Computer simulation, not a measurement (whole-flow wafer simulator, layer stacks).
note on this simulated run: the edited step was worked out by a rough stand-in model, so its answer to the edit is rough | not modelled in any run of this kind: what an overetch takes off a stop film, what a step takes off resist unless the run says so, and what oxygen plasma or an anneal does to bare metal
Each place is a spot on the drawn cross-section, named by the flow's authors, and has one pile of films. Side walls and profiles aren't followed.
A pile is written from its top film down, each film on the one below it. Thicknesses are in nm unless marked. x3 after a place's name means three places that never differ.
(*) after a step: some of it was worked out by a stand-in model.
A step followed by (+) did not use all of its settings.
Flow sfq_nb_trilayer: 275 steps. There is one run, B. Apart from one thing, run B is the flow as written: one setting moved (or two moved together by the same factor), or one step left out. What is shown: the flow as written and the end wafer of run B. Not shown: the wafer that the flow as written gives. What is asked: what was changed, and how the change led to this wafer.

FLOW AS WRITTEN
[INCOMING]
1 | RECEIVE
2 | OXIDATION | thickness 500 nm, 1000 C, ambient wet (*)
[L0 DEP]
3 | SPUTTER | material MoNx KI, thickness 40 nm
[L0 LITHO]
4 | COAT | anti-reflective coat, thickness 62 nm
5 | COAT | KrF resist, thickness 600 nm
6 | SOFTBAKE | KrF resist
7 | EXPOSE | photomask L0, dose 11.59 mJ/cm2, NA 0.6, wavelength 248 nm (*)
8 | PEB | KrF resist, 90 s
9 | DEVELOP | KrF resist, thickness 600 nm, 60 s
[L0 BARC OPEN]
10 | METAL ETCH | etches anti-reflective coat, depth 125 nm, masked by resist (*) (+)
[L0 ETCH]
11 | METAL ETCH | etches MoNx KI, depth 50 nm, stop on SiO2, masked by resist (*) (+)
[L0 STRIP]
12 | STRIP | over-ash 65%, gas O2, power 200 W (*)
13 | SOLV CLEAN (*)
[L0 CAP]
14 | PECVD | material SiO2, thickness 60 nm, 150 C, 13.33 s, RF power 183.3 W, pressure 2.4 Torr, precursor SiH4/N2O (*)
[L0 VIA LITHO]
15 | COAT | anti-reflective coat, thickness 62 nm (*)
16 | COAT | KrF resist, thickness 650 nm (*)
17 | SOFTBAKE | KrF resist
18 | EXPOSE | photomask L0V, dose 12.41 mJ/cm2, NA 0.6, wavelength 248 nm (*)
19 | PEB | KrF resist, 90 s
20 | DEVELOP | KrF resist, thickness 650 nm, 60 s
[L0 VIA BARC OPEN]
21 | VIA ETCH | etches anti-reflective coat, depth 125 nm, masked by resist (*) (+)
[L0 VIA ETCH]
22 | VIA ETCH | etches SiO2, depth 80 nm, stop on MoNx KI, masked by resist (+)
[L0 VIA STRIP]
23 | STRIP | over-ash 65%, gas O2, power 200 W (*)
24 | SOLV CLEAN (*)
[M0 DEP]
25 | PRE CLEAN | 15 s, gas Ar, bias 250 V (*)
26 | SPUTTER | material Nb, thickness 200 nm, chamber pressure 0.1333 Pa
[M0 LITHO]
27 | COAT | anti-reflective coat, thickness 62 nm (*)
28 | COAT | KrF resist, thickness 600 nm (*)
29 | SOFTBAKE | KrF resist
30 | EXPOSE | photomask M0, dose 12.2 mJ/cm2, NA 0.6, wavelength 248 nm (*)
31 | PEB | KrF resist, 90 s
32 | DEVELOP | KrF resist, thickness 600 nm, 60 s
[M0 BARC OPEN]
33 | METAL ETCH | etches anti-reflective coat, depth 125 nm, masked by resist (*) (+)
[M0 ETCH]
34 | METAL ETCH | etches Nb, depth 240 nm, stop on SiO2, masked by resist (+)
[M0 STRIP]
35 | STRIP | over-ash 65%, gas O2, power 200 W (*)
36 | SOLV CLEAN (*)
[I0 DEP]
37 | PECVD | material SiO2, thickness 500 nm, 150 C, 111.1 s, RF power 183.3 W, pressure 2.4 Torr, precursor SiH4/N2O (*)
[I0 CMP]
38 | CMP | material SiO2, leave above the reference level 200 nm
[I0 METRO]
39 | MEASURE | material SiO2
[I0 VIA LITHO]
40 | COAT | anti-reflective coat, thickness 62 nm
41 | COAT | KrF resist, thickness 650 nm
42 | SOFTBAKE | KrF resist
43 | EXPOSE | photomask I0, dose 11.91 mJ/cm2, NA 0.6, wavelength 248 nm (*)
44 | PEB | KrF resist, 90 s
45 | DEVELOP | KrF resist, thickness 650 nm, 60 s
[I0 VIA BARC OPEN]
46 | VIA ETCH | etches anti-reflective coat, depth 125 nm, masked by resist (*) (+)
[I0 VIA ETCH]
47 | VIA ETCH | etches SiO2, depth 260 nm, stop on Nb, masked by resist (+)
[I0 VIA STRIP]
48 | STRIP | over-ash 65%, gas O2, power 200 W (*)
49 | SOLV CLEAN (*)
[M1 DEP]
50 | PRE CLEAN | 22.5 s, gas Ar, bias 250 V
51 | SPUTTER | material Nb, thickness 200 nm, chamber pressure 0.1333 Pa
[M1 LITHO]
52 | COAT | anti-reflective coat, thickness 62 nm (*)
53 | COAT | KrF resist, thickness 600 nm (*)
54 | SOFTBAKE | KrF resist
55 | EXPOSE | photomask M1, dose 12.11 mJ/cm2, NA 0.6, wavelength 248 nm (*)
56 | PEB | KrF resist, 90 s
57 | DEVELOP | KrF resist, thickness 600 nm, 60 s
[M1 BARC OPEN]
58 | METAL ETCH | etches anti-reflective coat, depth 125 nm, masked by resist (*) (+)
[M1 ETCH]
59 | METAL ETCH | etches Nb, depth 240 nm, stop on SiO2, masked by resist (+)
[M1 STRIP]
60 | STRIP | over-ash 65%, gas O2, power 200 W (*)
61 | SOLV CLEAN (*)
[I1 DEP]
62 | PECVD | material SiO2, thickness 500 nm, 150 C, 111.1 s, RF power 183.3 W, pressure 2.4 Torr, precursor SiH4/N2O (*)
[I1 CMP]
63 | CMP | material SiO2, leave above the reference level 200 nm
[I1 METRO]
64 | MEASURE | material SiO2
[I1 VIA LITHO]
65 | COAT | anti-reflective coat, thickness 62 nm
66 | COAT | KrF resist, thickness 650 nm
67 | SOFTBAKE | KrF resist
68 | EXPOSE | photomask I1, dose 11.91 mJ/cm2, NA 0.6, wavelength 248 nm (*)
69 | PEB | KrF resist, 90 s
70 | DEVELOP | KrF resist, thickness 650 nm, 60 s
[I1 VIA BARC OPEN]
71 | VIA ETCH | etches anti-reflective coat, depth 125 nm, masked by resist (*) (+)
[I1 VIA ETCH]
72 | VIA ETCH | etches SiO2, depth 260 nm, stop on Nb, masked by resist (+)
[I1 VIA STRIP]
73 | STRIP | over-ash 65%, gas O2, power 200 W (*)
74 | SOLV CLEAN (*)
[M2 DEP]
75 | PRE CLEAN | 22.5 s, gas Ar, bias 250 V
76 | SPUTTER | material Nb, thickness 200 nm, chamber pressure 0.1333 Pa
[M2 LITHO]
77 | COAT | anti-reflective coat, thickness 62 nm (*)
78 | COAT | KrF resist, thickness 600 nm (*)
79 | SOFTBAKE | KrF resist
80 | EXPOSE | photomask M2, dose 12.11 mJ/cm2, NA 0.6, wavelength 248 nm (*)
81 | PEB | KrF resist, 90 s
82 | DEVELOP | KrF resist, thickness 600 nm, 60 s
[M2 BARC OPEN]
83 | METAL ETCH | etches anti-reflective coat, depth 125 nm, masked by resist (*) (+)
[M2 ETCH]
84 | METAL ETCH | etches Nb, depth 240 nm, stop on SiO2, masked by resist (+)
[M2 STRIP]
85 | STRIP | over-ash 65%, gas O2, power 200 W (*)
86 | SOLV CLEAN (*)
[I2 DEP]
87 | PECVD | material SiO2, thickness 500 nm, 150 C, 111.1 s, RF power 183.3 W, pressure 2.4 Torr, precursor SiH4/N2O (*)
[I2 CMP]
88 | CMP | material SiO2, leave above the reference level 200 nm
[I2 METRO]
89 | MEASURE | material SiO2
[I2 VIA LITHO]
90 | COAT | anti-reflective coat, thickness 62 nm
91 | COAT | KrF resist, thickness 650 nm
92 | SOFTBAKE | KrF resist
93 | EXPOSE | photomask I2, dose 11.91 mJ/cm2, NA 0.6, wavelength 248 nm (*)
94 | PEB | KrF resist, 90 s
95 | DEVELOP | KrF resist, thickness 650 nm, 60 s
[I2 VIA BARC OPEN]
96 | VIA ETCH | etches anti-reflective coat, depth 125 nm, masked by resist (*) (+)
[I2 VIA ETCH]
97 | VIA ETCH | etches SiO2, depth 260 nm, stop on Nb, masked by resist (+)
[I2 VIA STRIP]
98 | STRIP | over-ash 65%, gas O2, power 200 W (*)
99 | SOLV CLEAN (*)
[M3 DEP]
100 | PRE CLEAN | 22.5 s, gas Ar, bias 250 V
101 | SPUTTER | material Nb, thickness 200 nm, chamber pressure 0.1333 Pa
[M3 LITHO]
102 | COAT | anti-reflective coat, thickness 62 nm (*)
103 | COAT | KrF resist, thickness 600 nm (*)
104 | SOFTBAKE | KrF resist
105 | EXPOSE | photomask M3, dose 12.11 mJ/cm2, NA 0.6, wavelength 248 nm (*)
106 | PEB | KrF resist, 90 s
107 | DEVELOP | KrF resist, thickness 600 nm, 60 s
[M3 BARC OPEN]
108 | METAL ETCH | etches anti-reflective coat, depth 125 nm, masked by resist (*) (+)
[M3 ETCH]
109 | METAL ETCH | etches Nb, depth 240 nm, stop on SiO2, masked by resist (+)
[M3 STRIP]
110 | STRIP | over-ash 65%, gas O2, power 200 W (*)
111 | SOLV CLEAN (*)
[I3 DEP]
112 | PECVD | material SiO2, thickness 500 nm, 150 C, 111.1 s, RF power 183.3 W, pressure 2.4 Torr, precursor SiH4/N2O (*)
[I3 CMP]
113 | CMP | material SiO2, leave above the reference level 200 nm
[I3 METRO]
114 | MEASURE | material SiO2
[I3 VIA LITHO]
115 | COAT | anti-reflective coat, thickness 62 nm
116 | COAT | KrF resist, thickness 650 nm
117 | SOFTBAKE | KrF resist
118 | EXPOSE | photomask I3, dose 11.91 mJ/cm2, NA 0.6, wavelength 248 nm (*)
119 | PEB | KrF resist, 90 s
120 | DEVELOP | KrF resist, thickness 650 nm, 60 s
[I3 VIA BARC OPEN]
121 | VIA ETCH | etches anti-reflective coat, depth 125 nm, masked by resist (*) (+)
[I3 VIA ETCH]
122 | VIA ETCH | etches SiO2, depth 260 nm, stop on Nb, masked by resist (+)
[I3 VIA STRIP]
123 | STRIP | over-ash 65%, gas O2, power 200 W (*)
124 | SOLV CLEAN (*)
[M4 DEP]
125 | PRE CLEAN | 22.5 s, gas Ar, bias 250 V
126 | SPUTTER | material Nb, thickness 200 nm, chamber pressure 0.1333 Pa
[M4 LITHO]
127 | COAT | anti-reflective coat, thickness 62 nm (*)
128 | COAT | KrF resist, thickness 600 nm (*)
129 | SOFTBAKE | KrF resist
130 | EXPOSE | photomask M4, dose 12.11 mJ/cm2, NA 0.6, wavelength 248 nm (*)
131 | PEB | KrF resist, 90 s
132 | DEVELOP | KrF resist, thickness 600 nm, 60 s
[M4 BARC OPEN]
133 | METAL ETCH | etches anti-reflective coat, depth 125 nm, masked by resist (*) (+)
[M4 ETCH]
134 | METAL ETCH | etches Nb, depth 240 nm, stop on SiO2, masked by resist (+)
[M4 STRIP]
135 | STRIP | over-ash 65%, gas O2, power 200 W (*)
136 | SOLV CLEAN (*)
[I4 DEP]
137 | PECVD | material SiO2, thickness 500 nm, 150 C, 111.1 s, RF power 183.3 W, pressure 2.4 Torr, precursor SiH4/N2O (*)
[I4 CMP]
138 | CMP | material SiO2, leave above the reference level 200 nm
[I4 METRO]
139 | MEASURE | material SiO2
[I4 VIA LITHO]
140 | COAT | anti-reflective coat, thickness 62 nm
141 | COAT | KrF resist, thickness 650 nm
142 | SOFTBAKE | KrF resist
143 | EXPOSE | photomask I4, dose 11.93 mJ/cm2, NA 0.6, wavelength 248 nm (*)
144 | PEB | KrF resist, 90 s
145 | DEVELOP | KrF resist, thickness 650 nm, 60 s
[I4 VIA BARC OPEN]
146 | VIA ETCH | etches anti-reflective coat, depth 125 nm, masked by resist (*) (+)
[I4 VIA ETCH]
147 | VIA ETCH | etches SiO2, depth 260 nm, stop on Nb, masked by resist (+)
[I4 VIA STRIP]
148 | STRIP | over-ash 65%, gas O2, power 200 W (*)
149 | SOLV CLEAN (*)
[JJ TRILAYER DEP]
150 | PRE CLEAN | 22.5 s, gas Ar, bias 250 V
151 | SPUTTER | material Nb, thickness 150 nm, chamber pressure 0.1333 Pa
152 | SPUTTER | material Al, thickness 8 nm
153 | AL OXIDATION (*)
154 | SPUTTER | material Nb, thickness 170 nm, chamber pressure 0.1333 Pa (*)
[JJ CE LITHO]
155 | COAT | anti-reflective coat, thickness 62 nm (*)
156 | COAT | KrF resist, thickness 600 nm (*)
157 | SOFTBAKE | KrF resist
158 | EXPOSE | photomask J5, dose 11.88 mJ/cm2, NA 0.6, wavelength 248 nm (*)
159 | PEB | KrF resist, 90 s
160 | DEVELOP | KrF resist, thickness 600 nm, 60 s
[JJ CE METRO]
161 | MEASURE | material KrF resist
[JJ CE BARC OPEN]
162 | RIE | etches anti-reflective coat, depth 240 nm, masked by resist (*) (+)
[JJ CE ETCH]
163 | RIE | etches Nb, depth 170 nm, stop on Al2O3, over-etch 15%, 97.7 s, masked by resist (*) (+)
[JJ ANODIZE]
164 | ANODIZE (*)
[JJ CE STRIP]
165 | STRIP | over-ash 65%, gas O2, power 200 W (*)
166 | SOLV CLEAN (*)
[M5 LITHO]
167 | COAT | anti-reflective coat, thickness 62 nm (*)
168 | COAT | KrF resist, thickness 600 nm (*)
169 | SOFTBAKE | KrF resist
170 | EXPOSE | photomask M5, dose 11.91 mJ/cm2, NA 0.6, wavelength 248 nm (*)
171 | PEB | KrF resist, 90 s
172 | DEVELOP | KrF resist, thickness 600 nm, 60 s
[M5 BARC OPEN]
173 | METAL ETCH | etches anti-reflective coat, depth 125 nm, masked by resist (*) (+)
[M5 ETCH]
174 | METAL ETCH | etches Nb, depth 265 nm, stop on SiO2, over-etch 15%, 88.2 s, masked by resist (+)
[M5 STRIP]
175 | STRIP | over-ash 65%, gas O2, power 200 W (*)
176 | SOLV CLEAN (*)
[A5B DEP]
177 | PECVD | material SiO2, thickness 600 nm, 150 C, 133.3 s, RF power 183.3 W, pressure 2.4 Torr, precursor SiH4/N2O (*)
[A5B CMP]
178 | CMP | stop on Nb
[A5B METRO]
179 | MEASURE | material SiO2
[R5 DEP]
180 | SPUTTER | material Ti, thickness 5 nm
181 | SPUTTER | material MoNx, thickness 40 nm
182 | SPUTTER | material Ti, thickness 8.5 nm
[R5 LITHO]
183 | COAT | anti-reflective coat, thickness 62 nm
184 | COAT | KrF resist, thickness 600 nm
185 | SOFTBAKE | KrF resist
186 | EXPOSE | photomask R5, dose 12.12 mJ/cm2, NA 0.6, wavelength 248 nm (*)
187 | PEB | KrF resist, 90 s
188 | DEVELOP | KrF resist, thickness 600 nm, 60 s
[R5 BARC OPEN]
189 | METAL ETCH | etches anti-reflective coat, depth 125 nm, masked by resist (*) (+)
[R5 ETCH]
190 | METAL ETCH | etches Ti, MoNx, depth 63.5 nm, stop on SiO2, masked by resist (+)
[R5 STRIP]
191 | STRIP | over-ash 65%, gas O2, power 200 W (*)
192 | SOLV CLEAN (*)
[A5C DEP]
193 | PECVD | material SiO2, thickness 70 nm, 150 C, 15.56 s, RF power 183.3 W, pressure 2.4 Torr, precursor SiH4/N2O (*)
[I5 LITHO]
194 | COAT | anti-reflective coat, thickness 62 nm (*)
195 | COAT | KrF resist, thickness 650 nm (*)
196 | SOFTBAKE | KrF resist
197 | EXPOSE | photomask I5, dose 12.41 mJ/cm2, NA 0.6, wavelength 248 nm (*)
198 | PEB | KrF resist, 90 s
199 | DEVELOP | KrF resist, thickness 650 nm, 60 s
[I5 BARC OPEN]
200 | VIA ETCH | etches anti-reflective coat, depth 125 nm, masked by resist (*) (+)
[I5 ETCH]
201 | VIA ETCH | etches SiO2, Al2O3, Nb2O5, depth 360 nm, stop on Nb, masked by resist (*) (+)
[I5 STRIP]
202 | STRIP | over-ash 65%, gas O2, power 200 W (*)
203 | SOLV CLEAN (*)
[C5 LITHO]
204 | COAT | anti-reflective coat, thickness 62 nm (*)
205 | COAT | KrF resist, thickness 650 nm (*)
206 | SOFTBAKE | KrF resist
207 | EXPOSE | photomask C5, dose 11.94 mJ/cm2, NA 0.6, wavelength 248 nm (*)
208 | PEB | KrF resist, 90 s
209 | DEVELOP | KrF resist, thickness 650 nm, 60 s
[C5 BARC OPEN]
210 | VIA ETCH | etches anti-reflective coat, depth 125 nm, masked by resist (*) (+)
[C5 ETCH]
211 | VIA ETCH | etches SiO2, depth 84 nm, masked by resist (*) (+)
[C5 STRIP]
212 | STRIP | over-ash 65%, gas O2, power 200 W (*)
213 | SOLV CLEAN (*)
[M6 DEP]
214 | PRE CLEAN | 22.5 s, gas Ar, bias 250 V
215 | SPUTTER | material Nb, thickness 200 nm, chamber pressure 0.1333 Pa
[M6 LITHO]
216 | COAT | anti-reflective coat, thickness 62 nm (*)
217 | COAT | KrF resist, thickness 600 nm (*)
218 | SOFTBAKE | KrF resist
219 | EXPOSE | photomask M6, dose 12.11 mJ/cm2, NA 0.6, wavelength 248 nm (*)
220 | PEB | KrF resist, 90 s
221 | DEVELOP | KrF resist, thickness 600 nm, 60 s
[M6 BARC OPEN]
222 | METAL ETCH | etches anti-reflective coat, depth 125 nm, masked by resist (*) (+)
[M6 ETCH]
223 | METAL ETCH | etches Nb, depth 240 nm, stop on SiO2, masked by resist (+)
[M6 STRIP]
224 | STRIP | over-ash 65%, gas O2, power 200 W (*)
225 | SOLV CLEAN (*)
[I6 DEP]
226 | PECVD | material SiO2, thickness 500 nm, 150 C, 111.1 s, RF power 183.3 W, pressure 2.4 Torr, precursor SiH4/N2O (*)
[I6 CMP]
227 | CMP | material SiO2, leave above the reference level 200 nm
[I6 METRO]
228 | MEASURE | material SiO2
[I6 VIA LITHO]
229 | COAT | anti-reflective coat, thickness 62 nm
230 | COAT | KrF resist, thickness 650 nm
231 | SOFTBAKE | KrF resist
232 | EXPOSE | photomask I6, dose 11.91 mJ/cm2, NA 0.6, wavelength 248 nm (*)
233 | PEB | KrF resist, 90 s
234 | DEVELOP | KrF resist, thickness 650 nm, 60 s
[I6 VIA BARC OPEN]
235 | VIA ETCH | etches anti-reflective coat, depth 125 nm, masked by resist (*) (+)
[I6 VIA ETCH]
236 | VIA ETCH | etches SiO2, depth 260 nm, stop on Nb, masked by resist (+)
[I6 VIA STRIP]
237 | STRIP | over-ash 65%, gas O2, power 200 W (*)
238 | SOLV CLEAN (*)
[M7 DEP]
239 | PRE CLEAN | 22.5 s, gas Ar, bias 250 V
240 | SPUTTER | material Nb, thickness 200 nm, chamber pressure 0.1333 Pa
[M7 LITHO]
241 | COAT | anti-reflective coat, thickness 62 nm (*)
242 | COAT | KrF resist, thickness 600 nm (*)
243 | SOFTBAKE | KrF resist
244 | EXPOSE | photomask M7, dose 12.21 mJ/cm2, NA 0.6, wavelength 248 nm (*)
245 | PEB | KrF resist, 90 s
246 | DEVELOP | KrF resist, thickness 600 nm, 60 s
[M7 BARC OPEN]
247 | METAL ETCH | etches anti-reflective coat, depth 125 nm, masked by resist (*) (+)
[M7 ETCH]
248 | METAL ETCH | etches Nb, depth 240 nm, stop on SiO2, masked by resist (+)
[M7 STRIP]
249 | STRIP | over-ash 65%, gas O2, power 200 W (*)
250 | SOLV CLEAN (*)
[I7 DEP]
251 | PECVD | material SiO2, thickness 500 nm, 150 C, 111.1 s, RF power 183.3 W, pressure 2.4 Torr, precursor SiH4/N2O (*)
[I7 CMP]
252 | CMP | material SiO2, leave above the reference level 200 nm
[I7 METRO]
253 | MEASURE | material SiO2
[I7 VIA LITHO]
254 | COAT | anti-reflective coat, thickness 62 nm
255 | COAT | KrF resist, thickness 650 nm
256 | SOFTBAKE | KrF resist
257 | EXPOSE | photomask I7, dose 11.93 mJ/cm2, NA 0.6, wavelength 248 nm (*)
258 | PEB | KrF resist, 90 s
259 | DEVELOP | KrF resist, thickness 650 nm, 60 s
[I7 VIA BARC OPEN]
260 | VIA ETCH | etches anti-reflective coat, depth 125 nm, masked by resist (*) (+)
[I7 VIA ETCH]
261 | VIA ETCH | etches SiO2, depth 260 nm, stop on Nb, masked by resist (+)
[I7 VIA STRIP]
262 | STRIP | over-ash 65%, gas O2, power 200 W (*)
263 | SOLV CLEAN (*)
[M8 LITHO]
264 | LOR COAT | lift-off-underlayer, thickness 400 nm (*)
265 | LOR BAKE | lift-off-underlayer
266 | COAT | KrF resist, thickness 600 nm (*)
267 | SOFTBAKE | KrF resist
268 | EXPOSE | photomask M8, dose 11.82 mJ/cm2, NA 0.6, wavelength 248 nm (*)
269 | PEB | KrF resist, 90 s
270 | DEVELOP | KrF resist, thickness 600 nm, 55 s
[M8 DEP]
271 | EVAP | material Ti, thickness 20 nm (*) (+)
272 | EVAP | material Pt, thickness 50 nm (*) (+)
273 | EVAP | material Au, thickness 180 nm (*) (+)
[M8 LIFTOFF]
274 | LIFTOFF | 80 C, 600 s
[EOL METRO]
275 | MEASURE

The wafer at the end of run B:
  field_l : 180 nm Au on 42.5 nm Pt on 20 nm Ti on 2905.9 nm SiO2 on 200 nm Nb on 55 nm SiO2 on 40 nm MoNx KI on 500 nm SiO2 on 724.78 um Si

What caused this: step 272, EVAP: thickness 42.5 nm was run, while the flow as written has thickness 50 nm.
The wafer itself shows it: field_l has Pt 42.5, and step 272 as written asks for 50 nm.

How this came from the change, step by step:
  272 | EVAP | material Pt, thickness 50 nm (*) (+)
      field_l, v_sur, via_wl and 103 more: +42.5 Pt (new film) (it would be, as written: +50 Pt (new film))
  274 | LIFTOFF | 80 C, 600 s
      p4_fl, p4_fm, p4_w1 and 71 more: -180 Au (all of it), -42.5 Pt (all of it), -20 Ti (all of it), -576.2 KrF resist (all of it), -400 lift-off-underlayer (all of it) (it would be, as written: -180 Au (all of it), -50 Pt (all of it), -20 Ti (all of it), -576.2 KrF resist (all of it), -400 lift-off-underlayer (all of it))
      c5j, ce_r: -180 Au (all of it), -42.5 Pt (all of it), -20 Ti (all of it), -573.3 KrF resist (all of it), -399.3 lift-off-underlayer (all of it) (it would be, as written: -180 Au (all of it), -50 Pt (all of it), -20 Ti (all of it), -573.3 KrF resist (all of it), -399.3 lift-off-underlayer (all of it))
      (and at 19 other places as well)
